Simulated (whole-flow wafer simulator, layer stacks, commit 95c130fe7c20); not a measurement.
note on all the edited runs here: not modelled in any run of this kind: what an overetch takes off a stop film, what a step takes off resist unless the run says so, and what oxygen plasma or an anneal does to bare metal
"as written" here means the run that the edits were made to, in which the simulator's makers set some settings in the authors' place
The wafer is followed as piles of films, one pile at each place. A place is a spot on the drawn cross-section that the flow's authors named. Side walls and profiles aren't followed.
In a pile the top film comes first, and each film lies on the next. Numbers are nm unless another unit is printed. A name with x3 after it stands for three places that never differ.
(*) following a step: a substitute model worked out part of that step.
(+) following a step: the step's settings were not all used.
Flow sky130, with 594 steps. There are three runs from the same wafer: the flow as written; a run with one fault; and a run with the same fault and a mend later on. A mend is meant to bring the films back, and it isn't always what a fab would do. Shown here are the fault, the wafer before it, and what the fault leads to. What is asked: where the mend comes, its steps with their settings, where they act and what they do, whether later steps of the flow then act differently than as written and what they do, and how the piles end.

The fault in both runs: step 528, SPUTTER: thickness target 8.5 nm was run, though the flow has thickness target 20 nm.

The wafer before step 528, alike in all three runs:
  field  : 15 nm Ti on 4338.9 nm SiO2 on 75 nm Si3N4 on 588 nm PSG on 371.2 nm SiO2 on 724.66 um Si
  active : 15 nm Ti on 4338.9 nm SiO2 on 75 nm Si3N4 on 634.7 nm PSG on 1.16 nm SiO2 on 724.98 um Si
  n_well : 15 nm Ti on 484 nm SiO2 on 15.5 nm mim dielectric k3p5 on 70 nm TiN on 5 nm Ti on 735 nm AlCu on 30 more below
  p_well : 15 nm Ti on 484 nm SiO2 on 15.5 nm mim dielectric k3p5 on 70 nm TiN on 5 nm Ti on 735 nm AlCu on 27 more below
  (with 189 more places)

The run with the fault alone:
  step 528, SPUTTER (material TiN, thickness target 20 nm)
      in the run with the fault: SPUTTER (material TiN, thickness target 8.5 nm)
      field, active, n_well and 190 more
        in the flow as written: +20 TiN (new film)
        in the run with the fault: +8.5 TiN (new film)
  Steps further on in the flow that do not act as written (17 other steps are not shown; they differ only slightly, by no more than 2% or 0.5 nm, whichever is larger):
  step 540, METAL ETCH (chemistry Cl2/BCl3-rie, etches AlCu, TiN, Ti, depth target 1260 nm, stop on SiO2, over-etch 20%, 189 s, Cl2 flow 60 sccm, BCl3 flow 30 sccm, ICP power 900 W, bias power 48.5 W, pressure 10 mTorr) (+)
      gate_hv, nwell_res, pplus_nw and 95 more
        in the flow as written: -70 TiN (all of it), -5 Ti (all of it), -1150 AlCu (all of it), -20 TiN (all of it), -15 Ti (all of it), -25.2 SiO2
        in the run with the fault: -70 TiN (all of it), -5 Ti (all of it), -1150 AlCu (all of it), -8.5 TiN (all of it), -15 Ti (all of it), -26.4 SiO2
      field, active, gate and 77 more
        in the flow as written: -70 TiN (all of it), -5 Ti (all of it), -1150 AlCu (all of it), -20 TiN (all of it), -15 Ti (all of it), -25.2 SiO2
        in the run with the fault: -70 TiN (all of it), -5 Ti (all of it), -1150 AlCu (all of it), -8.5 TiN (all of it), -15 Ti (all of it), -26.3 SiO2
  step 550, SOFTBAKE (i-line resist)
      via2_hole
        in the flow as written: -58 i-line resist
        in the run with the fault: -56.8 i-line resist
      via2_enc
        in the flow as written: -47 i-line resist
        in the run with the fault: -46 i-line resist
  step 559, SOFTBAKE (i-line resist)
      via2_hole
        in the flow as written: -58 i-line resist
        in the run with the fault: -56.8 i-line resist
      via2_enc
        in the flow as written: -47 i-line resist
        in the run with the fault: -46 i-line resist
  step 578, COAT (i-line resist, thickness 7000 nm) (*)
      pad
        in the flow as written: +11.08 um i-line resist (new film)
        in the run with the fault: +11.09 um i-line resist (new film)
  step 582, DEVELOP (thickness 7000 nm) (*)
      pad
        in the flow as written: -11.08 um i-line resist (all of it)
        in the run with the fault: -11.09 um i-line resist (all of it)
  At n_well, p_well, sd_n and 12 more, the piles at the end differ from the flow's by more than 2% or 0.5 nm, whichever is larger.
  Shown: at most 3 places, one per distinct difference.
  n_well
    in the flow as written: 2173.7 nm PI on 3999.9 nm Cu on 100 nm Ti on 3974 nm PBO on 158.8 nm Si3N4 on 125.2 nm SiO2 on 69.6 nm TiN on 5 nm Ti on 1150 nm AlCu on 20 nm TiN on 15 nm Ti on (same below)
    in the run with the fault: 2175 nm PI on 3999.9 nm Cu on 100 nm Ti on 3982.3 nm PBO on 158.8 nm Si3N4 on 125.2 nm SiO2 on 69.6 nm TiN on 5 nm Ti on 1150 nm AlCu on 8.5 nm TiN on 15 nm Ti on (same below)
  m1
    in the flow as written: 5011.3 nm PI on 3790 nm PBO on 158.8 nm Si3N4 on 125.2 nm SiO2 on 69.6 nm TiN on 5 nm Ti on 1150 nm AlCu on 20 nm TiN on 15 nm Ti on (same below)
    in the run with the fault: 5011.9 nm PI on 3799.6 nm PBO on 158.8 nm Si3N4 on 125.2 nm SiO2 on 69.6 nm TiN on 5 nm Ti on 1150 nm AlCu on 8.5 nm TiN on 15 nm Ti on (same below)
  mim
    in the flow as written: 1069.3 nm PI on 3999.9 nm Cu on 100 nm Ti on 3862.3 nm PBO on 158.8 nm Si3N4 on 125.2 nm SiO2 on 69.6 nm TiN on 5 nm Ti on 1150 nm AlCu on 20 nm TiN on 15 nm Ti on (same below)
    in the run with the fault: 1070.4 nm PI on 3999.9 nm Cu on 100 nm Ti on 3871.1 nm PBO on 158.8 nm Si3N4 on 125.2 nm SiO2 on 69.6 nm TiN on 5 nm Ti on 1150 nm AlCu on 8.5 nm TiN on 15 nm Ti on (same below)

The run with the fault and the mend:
  After step 528 comes the mend.
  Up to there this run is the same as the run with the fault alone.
  step 528a, SPUTTER (material TiN, thickness target 11.5 nm) (the flow's step 528, run once more with other settings)
      field, active, n_well and 190 more
        +11.5 TiN
  Later steps of the flow that are run all act as written at every place that is followed.
  At every place that both follow, the piles at the end match the flow's.
